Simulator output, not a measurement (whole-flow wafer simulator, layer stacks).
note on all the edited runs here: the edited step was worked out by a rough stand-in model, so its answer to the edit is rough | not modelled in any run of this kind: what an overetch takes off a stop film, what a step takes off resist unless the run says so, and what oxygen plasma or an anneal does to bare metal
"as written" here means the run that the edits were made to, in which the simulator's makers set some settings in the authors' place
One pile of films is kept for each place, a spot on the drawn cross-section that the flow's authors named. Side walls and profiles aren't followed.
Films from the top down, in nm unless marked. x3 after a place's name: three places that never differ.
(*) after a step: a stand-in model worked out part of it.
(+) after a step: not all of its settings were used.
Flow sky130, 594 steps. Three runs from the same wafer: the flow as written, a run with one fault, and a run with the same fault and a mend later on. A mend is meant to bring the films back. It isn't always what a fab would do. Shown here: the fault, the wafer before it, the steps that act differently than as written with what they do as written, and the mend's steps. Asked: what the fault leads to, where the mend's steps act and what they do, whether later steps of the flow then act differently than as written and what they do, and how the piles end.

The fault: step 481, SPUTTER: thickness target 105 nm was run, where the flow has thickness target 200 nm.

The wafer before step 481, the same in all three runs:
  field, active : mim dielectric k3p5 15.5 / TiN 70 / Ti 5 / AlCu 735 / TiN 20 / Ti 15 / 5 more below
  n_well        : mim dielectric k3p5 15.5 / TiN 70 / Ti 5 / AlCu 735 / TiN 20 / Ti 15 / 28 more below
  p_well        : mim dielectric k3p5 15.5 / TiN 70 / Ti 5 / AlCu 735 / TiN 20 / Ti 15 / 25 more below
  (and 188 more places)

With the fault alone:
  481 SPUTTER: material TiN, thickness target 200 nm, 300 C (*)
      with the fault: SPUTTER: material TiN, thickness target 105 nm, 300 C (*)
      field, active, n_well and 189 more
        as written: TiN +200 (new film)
        with the fault: TiN +105 (new film)
  Later steps of the flow that act differently than as written (4 more steps differ only slightly, by at most 2% or 0.5 nm, whichever is larger, and aren't shown):
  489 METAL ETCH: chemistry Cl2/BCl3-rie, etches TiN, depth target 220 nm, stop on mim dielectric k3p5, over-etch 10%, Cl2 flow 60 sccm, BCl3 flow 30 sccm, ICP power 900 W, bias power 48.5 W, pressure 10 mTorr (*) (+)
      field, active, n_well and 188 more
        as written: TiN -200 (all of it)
        with the fault: TiN -105 (all of it)
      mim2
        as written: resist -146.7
        with the fault: resist -77
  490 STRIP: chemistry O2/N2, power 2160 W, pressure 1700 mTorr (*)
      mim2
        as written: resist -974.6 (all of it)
        with the fault: resist -1044.3 (all of it)
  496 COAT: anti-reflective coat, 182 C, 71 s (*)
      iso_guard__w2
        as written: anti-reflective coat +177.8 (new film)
        with the fault: anti-reflective coat +118 (new film)
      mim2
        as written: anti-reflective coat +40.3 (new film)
        with the fault: anti-reflective coat +31.1 (new film)
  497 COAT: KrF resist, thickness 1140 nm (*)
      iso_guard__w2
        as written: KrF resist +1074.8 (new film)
        with the fault: KrF resist +1115.2 (new film)
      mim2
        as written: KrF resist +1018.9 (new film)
        with the fault: KrF resist +1099.4 (new film)
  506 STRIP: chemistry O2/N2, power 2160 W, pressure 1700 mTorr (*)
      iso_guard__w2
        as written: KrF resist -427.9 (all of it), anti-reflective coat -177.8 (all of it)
        with the fault: KrF resist -468.2 (all of it), anti-reflective coat -118 (all of it)
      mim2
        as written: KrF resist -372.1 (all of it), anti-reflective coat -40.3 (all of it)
        with the fault: KrF resist -452.4 (all of it), anti-reflective coat -31.1 (all of it)
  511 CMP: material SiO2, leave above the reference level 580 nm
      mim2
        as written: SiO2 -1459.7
        with the fault: SiO2 -1364.7
  At the end the piles differ from the flow's by more than 2% or 0.5 nm, whichever is larger, at mim2.
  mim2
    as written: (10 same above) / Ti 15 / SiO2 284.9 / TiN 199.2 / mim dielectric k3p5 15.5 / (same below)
    with the fault: (10 same above) / Ti 15 / SiO2 379.9 / TiN 104.2 / mim dielectric k3p5 15.5 / (same below)

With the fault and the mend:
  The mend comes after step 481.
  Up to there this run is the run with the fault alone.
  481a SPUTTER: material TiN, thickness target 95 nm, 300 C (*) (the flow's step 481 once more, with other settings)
      field, active, n_well and 189 more
        TiN +95
  No later step of the flow acts differently than as written at any place that is followed.
  At the end the piles are the same as the flow's at every place that both follow.
